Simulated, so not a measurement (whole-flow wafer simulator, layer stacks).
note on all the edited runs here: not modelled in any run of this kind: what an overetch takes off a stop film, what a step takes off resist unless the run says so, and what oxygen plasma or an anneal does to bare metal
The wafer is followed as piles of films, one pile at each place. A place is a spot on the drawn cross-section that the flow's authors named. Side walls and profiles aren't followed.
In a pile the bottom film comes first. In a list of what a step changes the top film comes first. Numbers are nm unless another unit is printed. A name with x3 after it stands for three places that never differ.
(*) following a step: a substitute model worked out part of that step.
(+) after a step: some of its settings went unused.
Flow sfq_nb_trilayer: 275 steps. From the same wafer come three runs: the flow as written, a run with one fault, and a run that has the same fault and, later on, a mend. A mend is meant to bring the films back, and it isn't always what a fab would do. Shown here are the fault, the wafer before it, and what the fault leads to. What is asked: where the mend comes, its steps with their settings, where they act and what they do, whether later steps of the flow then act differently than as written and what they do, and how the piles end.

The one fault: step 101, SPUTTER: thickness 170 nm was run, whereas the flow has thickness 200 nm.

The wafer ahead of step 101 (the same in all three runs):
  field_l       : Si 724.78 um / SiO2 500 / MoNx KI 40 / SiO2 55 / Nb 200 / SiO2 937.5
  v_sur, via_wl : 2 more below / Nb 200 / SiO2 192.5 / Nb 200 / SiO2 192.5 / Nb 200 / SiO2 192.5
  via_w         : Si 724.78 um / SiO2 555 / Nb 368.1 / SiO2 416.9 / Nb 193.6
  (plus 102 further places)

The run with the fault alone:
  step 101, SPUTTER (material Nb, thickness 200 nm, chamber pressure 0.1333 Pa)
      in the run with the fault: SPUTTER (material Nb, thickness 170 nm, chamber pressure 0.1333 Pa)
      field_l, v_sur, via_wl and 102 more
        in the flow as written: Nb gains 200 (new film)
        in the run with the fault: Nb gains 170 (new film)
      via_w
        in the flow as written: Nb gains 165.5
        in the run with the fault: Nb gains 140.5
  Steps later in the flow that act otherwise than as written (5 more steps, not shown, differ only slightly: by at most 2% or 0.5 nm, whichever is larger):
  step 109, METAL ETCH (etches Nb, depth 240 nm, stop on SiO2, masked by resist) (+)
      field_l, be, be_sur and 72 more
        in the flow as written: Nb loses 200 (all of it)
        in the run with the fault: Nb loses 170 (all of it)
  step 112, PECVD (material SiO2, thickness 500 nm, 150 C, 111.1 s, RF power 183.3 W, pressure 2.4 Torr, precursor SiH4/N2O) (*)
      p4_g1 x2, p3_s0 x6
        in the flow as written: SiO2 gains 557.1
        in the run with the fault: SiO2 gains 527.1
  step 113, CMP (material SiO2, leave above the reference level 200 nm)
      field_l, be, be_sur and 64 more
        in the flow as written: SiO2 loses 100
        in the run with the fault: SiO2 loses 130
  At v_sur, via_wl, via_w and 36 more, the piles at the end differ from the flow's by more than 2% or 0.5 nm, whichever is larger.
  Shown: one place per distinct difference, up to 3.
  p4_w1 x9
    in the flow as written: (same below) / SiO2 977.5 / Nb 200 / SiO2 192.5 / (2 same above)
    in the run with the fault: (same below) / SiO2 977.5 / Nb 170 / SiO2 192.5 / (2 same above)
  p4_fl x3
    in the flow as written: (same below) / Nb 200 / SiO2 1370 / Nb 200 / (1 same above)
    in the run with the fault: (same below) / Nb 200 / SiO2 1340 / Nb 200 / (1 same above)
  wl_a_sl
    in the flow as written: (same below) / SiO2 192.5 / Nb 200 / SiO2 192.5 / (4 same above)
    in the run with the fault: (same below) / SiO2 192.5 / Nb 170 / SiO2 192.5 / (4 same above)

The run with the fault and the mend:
  After step 107 comes the mend.
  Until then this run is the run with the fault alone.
  step 107a, STRIP (over-ash 65%, gas O2, power 200 W) (*)
      p4_fl x3, p4_g1 x2, p3_s0 x6 and 42 more
        anti-reflective coat loses 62 (all of it)
      p4_w1 x9, wl_j_sl, wl_jj and 13 more
        KrF resist loses 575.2 (all of it), anti-reflective coat loses 62 (all of it)
      r_sur, res, r_end and 9 more
        anti-reflective coat loses 61.8 (all of it)
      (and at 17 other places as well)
  step 107b, SPUTTER (material Nb, thickness 30 nm, chamber pressure 0.1333 Pa) (the flow's step 101 again, with other settings)
      field_l, v_sur, via_wl and 102 more
        Nb gains 30
      via_w
        Nb gains 22.9
  step 107c, COAT (anti-reflective coat, thickness 62 nm) (*) (the flow's step 102 again)
      p4_fl x3, p4_w1 x9, p4_g1 x2 and 63 more
        anti-reflective coat gains 62 (new film)
      r_sur, res, r_end and 9 more
        anti-reflective coat gains 61.8 (new film)
      jj_sur, ce_l, c5j, ce_r, sp_r, be_r
        anti-reflective coat gains 61.7 (new film)
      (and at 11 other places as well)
  step 107d, COAT (KrF resist, thickness 600 nm) (*) (the flow's step 103 again)
      p4_fl x3, p4_w1 x9, p4_g1 x2 and 63 more
        KrF resist gains 600 (new film)
      r_end, moat, field_r, lsp_l, lsp_r, l0_sur
        KrF resist gains 599.4 (new film)
      be_r, r_sur, res, l0v
        KrF resist gains 599.3 (new film)
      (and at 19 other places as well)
  step 107e, SOFTBAKE (KrF resist) (the flow's step 104 again)
      does not change any film at any place that is followed
  step 107f, EXPOSE (photomask M3, dose 12.11 mJ/cm2, NA 0.6, wavelength 248 nm) (*) (the flow's step 105 again)
      does not change any film at any place that is followed
  step 107g, PEB (KrF resist, 90 s) (the flow's step 106 again)
      wire, be, be_sur and 96 more
        KrF resist loses 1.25
      field_l, via_v
        KrF resist loses 1.24
      via_wl, via_wr
        KrF resist loses 1.26
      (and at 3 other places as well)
  step 107h, DEVELOP (KrF resist, thickness 600 nm, 60 s) (the flow's step 107 again)
      p4_fl x3, p4_g1 x2, p3_s0 x6 and 42 more
        KrF resist loses 598.7 (all of it)
      v_sur, via_wl, via_w and 28 more
        KrF resist loses 23.5
      field_r, lsp_l, ln_m5, lsp_m, ln_m6, lsp_r, l0_sur
        KrF resist loses 598.2 (all of it)
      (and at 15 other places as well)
  None of the later steps of the flow differs from how it acts as written, at any place that is followed, by more than 2% or 0.5 nm, whichever is larger.
  The piles end only slightly different from the flow's at the places that both follow, by no more than 2% or 0.5 nm, whichever is larger.
